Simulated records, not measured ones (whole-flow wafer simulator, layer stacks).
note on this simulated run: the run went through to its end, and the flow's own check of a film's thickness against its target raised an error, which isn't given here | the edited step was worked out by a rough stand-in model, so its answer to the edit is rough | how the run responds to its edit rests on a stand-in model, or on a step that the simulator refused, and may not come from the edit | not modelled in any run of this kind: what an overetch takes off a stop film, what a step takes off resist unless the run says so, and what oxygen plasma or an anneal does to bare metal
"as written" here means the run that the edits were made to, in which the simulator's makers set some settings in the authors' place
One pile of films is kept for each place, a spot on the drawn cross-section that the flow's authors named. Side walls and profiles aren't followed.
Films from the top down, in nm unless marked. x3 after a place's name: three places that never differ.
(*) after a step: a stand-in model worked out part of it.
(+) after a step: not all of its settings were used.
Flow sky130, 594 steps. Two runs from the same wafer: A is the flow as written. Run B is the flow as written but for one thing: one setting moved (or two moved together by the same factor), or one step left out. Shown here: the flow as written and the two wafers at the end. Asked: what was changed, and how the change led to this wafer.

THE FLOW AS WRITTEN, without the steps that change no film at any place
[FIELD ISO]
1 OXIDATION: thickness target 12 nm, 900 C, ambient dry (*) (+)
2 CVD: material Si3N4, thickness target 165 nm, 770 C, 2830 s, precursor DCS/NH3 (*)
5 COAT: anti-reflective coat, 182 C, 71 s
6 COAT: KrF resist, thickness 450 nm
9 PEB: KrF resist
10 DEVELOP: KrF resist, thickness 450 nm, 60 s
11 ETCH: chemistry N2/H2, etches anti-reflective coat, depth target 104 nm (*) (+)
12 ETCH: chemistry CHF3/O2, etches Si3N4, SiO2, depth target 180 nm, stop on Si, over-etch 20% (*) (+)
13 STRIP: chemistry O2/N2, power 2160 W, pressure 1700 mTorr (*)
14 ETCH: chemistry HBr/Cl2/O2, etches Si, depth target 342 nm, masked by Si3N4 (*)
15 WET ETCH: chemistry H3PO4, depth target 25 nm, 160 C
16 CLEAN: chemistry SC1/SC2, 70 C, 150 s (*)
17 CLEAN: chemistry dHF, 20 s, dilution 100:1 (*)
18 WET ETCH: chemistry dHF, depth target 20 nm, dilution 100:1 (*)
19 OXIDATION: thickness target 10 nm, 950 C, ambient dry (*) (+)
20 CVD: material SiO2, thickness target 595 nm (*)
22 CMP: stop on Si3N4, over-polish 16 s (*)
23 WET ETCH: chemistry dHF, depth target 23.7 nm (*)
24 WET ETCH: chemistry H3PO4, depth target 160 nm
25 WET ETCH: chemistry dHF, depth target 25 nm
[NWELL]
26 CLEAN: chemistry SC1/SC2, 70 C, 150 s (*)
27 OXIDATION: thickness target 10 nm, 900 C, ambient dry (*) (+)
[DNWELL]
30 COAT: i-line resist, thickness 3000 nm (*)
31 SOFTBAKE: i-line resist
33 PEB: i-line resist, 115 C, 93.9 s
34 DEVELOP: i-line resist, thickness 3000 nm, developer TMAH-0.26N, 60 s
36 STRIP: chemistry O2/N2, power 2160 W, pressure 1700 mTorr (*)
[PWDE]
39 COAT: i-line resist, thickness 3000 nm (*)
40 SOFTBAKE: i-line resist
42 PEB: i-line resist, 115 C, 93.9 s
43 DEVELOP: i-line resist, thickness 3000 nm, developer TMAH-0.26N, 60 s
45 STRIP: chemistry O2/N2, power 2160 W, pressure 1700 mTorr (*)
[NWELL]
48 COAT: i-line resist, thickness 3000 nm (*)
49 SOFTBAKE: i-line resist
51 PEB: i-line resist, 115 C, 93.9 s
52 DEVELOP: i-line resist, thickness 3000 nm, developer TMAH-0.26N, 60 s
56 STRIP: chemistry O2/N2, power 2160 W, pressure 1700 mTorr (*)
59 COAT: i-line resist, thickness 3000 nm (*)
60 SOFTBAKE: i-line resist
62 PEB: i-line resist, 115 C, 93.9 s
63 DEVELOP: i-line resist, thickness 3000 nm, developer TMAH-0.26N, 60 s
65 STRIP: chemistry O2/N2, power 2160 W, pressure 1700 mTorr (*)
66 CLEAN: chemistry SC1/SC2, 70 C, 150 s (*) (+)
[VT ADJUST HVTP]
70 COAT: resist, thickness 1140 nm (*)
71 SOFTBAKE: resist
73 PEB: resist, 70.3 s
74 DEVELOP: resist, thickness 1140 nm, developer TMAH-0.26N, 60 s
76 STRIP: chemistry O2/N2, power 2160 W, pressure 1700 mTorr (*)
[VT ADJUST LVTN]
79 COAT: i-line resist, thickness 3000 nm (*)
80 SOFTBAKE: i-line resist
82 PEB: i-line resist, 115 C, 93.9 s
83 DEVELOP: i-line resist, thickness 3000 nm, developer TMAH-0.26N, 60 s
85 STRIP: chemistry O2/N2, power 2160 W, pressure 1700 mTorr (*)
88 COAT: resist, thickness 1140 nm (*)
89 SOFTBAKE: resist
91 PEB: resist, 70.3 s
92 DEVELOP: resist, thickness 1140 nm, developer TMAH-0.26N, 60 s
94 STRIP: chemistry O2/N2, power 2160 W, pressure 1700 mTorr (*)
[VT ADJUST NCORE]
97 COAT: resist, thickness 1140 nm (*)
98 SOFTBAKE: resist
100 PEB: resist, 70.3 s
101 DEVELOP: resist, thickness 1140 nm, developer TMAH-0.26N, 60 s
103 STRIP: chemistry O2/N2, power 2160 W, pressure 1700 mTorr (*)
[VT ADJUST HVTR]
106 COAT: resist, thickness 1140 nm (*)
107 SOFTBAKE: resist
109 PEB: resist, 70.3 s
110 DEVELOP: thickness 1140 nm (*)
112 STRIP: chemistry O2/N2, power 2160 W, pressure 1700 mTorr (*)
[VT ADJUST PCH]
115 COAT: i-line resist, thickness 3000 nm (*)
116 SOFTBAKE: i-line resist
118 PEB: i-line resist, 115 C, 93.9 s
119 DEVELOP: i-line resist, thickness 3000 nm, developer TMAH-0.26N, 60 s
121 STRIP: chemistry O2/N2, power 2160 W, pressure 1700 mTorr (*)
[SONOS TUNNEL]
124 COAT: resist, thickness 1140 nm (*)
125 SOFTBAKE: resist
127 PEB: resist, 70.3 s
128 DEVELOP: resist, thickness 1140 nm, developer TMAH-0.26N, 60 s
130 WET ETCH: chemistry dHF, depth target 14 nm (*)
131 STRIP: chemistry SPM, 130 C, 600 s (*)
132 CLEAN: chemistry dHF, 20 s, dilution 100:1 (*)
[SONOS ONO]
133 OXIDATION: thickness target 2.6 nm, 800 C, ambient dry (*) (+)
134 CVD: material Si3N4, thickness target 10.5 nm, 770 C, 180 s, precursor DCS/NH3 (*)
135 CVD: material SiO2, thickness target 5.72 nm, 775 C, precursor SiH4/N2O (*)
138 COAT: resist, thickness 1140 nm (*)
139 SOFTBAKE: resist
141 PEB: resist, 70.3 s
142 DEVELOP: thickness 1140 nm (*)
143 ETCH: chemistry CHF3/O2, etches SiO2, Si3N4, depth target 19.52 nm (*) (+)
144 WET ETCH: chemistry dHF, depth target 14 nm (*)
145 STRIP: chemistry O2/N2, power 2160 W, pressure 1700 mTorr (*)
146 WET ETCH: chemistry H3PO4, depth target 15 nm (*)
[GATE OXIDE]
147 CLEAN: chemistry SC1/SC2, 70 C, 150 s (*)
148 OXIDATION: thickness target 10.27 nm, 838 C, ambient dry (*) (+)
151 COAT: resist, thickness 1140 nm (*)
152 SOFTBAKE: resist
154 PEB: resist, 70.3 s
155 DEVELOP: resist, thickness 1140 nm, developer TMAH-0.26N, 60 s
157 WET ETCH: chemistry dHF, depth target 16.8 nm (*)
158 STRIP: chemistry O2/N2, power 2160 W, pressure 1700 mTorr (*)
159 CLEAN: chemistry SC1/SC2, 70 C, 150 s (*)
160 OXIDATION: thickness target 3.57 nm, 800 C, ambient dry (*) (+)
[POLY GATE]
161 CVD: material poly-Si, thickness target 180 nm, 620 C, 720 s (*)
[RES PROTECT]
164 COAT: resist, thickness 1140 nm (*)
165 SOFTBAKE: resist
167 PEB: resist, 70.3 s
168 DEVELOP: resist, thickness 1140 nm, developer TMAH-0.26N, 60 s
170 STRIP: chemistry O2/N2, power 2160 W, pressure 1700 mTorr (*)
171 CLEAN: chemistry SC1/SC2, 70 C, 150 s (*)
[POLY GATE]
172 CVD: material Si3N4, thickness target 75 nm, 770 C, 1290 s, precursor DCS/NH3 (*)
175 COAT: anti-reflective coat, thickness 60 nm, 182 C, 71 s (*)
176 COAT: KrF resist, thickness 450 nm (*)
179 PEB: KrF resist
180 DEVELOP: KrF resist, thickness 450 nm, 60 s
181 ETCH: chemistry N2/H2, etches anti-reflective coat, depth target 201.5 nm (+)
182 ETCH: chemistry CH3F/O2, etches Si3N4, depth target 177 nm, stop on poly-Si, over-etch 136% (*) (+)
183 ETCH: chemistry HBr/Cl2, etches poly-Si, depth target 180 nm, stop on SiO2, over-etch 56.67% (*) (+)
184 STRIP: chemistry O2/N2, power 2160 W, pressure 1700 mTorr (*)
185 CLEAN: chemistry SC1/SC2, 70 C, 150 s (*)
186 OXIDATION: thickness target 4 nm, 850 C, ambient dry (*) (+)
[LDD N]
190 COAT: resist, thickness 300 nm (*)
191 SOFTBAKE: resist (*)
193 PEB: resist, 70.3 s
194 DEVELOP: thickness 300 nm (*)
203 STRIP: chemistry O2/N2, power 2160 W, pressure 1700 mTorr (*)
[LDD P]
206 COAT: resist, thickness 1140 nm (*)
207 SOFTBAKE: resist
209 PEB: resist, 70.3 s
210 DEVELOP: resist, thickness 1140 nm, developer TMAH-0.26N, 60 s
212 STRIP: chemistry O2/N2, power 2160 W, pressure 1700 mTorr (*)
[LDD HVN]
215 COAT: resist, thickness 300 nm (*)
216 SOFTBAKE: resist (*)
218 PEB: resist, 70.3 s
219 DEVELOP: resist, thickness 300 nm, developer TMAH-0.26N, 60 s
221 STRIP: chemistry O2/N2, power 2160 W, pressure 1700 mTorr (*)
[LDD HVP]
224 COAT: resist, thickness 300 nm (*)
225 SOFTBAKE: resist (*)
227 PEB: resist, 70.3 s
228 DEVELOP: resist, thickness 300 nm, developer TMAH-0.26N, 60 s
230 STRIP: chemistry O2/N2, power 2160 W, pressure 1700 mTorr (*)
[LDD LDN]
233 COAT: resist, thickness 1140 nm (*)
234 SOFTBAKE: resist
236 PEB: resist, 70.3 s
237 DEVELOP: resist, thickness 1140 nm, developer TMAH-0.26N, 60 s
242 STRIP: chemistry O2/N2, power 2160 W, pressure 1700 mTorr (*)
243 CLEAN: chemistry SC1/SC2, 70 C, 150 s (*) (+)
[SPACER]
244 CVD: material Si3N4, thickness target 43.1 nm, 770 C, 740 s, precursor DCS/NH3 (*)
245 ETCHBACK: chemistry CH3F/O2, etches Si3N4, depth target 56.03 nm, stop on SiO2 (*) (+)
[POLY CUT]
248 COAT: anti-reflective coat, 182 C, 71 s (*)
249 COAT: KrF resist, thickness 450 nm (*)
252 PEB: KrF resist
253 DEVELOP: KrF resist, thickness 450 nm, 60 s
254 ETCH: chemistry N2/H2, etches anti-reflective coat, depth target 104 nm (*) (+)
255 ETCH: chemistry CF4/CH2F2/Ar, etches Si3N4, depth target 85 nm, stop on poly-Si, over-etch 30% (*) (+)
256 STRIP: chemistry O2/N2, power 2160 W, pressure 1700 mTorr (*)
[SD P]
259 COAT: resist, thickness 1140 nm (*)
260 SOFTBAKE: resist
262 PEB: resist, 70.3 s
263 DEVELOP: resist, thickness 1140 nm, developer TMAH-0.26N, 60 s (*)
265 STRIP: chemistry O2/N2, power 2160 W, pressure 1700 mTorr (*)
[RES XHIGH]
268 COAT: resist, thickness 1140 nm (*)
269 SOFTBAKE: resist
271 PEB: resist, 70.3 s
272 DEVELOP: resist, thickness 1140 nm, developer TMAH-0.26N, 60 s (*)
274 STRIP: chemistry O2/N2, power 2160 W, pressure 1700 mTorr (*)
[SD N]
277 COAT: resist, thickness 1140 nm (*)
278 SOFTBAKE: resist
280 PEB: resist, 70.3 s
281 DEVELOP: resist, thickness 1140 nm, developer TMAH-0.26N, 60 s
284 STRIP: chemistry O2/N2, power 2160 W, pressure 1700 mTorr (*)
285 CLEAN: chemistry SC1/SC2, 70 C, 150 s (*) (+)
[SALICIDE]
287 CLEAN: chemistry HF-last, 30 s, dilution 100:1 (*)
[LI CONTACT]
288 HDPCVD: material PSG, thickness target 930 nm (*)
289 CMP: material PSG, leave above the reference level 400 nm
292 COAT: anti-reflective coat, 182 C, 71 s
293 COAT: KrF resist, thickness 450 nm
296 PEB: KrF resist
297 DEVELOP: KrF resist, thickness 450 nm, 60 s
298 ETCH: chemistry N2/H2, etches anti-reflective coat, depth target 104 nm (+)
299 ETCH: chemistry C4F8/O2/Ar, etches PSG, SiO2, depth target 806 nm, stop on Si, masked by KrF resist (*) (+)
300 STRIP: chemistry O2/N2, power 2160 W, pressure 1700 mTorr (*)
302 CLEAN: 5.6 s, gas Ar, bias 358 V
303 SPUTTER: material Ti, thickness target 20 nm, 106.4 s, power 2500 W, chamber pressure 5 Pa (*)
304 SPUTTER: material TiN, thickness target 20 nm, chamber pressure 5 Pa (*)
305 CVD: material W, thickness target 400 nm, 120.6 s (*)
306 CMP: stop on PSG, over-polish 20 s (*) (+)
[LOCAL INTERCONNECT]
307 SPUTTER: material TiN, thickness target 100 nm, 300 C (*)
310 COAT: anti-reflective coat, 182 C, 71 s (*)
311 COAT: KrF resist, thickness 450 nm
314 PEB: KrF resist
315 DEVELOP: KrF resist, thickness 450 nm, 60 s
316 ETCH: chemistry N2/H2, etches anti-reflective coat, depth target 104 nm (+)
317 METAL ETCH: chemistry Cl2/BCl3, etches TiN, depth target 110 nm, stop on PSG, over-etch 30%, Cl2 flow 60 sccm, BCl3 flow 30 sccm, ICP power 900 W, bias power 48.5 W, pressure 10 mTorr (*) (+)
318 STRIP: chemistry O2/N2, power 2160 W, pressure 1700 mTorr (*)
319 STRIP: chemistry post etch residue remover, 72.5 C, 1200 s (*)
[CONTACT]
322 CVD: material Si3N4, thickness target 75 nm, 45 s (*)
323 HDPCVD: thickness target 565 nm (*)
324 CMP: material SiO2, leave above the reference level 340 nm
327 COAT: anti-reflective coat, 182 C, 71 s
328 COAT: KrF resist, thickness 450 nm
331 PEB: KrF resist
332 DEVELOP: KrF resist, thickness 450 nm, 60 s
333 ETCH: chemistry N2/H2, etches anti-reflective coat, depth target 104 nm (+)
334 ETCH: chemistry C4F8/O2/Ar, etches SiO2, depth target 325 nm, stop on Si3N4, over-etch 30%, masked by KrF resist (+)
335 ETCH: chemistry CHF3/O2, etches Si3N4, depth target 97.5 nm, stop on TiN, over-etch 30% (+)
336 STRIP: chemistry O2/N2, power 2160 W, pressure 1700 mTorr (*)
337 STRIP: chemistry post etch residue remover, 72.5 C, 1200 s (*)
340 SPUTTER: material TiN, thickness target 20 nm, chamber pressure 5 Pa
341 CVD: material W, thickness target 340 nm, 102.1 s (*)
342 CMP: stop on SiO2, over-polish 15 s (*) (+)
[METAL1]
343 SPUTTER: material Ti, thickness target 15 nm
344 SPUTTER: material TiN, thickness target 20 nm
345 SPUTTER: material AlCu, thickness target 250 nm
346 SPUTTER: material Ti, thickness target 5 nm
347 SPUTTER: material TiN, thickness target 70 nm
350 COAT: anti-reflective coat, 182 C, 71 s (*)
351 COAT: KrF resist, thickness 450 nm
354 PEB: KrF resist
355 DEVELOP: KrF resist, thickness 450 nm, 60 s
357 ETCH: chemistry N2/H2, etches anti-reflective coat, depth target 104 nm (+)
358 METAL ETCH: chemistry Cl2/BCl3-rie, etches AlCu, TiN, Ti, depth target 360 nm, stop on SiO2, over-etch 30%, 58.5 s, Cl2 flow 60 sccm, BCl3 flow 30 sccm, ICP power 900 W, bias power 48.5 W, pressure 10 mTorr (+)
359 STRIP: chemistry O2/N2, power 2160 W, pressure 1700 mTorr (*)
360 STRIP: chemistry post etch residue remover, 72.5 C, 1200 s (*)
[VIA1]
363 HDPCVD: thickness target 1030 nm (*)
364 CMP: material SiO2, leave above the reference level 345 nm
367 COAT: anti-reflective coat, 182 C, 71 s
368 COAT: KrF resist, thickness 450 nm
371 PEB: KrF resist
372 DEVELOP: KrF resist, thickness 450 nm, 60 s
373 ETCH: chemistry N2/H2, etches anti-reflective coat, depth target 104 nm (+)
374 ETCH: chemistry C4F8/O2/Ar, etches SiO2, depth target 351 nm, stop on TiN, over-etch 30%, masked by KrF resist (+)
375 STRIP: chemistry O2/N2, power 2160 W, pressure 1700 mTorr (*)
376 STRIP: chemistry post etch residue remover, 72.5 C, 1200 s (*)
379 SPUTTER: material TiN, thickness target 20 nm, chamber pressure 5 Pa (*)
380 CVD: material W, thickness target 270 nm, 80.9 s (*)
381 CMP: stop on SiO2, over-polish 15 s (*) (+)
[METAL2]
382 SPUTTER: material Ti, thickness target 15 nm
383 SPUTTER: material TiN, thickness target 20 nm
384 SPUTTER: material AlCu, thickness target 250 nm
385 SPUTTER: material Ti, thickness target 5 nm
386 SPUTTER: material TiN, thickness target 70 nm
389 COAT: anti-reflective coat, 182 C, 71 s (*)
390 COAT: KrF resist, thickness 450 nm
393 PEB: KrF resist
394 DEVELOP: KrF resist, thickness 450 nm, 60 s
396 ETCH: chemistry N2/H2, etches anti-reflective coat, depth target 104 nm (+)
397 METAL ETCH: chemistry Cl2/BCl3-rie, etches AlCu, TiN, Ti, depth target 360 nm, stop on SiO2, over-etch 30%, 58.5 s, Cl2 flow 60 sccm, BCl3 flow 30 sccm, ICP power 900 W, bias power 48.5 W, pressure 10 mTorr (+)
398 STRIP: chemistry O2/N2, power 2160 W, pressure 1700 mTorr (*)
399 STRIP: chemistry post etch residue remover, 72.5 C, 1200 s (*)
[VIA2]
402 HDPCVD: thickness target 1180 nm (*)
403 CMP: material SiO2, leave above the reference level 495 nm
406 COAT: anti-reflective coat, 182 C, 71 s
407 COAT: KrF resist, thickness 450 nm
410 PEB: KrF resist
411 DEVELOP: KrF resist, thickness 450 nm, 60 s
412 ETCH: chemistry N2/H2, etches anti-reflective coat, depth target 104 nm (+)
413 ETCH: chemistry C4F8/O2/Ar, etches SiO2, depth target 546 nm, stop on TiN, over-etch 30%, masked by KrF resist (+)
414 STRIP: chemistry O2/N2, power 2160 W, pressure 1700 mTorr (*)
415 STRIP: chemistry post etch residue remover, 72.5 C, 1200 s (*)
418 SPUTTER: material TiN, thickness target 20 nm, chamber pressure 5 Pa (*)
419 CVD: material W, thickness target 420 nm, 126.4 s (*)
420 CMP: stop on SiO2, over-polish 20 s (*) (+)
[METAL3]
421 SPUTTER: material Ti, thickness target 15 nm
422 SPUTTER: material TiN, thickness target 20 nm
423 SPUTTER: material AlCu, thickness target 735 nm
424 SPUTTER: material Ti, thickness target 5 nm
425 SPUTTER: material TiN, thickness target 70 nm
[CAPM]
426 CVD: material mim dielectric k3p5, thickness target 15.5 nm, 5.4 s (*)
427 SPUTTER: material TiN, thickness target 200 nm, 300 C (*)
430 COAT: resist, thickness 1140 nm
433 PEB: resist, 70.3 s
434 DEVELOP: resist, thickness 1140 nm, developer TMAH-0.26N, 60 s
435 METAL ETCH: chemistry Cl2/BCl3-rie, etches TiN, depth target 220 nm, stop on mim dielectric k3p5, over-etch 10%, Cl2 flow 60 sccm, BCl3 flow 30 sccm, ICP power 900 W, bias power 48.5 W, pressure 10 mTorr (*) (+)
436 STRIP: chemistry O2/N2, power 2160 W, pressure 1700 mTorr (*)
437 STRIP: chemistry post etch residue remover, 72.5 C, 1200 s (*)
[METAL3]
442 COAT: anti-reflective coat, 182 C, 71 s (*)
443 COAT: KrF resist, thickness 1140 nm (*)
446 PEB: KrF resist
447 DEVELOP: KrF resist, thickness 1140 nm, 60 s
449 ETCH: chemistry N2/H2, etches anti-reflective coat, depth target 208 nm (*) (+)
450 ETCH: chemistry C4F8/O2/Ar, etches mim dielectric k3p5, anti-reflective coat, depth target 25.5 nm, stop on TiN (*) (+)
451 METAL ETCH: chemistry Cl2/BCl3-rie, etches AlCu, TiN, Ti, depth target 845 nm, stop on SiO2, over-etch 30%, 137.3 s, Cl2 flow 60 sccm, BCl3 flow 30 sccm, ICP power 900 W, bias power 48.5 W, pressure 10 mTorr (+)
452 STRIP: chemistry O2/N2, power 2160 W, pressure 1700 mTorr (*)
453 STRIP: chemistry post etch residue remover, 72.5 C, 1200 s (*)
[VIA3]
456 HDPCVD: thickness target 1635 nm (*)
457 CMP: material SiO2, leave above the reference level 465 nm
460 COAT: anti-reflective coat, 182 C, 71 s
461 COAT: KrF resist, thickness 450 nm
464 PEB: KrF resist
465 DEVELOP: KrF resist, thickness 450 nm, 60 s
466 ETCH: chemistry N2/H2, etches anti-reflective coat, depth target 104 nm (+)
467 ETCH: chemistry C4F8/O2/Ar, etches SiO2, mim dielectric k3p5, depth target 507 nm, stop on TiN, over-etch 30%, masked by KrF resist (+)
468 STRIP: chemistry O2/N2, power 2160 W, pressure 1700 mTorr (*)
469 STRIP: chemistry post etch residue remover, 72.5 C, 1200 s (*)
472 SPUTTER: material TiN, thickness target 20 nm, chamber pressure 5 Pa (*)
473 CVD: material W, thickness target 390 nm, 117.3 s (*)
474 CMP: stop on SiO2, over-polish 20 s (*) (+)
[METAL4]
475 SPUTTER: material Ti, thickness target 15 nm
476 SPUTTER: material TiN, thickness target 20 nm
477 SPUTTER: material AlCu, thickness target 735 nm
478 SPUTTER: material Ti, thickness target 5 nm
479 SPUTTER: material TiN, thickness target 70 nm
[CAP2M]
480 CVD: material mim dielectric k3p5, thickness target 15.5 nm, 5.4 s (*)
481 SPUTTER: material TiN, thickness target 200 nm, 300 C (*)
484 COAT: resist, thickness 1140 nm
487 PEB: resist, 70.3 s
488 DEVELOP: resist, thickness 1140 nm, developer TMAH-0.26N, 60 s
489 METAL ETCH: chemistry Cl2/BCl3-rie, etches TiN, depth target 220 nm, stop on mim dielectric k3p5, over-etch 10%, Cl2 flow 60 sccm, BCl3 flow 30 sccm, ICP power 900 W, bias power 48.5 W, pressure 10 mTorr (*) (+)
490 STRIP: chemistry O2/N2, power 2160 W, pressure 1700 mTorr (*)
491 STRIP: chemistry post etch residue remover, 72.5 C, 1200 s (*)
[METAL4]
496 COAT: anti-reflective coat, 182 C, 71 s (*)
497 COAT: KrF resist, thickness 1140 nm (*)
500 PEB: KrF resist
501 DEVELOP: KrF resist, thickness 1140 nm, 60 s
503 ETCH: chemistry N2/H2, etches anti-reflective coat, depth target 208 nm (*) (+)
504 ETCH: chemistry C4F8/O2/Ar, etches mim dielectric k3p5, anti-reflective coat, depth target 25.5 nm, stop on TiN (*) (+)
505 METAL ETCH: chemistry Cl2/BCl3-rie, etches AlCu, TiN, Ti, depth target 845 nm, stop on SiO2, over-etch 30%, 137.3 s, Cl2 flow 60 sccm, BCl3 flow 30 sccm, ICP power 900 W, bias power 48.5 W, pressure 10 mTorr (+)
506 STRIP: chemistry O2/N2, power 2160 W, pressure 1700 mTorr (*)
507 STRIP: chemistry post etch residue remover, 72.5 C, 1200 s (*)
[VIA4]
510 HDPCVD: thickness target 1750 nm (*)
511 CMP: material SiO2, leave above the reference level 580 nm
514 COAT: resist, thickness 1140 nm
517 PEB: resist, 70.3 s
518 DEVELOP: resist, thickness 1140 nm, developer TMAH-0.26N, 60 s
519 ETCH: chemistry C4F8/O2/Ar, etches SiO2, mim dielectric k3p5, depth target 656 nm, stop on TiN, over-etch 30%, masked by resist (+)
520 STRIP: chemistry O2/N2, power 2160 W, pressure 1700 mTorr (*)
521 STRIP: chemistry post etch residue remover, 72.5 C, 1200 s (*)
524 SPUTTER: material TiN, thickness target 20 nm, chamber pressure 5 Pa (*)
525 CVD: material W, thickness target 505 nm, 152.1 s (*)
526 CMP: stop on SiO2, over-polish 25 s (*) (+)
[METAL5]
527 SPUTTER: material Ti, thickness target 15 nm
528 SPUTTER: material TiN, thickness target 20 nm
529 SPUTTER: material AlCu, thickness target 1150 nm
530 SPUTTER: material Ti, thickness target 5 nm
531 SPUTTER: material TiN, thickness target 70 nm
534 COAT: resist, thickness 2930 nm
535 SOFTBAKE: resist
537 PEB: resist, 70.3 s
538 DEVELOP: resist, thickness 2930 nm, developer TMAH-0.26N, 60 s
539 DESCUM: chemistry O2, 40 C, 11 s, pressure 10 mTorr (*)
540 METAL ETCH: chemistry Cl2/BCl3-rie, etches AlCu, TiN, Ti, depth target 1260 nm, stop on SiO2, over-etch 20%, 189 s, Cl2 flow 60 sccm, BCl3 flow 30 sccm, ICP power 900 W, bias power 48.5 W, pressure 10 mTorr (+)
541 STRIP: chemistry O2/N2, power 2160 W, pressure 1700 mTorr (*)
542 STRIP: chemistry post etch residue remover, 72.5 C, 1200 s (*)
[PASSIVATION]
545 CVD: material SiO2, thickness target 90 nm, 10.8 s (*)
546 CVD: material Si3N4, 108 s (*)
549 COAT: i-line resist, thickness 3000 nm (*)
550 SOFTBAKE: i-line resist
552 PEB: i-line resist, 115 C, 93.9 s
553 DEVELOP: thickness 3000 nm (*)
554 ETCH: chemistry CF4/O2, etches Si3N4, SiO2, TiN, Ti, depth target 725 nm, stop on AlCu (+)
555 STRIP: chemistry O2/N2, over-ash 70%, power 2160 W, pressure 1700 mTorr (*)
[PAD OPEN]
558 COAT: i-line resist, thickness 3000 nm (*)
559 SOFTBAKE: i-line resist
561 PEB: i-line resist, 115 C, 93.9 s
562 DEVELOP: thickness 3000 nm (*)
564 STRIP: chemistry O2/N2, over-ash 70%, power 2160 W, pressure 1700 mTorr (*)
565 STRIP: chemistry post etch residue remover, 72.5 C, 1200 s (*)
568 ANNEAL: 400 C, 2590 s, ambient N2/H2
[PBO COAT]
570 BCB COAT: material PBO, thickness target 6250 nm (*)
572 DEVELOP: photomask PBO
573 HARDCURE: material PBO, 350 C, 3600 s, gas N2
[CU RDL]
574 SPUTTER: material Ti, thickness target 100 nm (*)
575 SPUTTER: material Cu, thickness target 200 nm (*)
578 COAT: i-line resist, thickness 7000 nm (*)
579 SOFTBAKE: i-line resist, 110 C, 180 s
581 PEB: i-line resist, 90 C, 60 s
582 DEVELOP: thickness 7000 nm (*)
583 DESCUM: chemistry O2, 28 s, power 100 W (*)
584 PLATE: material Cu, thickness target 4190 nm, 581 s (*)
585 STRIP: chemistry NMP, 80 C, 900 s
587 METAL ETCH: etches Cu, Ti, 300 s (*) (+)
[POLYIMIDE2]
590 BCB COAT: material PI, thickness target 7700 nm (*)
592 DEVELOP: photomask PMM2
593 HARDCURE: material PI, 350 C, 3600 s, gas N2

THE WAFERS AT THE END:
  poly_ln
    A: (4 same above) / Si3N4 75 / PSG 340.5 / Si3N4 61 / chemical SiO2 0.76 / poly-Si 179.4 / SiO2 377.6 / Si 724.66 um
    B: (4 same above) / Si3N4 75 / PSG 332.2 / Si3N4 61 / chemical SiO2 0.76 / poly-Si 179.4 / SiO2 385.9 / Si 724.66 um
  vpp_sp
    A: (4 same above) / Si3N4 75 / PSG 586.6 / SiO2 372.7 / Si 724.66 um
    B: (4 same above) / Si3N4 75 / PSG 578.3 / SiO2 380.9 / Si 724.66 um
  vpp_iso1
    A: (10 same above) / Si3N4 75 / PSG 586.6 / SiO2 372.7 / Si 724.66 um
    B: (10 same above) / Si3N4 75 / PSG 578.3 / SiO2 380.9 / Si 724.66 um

The cause: step 23, WET ETCH: depth target 15.4 nm was run, where the flow has depth target 23.7 nm.

How the change led to this, step by step:
  23 WET ETCH: chemistry dHF, depth target 23.7 nm (*)
      active, n_well, p_well and 100 more: A Si3N4 -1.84 | B Si3N4 -1.22
      field, mim, iso_guard and 84 more: A SiO2 -23.7 | B SiO2 -15.4
  31 SOFTBAKE: i-line resist
      m1: A i-line resist +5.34 | B i-line resist +5.95
      sonos_cell: A i-line resist +6.18 | B i-line resist +6.88
      (and at 50 more places)
  40 SOFTBAKE: i-line resist
      m1: A i-line resist +5.34 | B i-line resist +5.95
      sonos_cell: A i-line resist +6.18 | B i-line resist +6.88
      (and at 50 more places)
  49 SOFTBAKE: i-line resist
      m1: A i-line resist +5.34 | B i-line resist +5.95
      sonos_cell: A i-line resist +6.18 | B i-line resist +6.88
      (and at 50 more places)
  60 SOFTBAKE: i-line resist
      m1: A i-line resist +5.34 | B i-line resist +5.95
      sonos_cell: A i-line resist +6.18 | B i-line resist +6.88
      (and at 50 more places)
  71 SOFTBAKE: resist
      gate_hv_pwblk: A resist +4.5 | B resist +5.03
  80 SOFTBAKE: i-line resist
      m1: A i-line resist +5.35 | B i-line resist +5.96
      sonos_cell: A i-line resist +6.18 | B i-line resist +6.88
      (and at 51 more places)
  89 SOFTBAKE: resist
      gate_hv_pwblk: A resist +4.5 | B resist +5.03
  98 SOFTBAKE: resist
      gate_hv_pwblk: A resist +4.5 | B resist +5.03
  107 SOFTBAKE: resist
      gate_hv_pwblk: A resist +4.5 | B resist +5.03
  116 SOFTBAKE: i-line resist
      m1: A i-line resist +5.32 | B i-line resist +5.92
      sonos_cell: A i-line resist +6.16 | B i-line resist +6.85
      (and at 51 more places)
  125 SOFTBAKE: resist
      gate_hv_pwblk: A resist +4.5 | B resist +5.03
  139 SOFTBAKE: resist
      gate_hv_pwblk: A resist +4.44 | B resist +4.97
  152 SOFTBAKE: resist
      gate_hv_pwblk: A resist +3.56 | B resist +4.09
  161 CVD: material poly-Si, thickness target 180 nm, 620 C, 720 s (*)
      ndiff_dn: A poly-Si +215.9 (new film) | B poly-Si +224.2 (new film)
  175 COAT: anti-reflective coat, thickness 60 nm, 182 C, 71 s (*)
      p_well, sd_n, sd_p, contact: A anti-reflective coat +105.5 (new film) | B anti-reflective coat +113.3 (new film)
      field: A anti-reflective coat +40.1 (new film) | B anti-reflective coat +37.3 (new film)
      (and at 118 more places)
  ... 22 more steps ...
  306 CMP: stop on PSG, over-polish 20 s (*) (+)
      poly_licon: A W -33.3 | B W -41.6
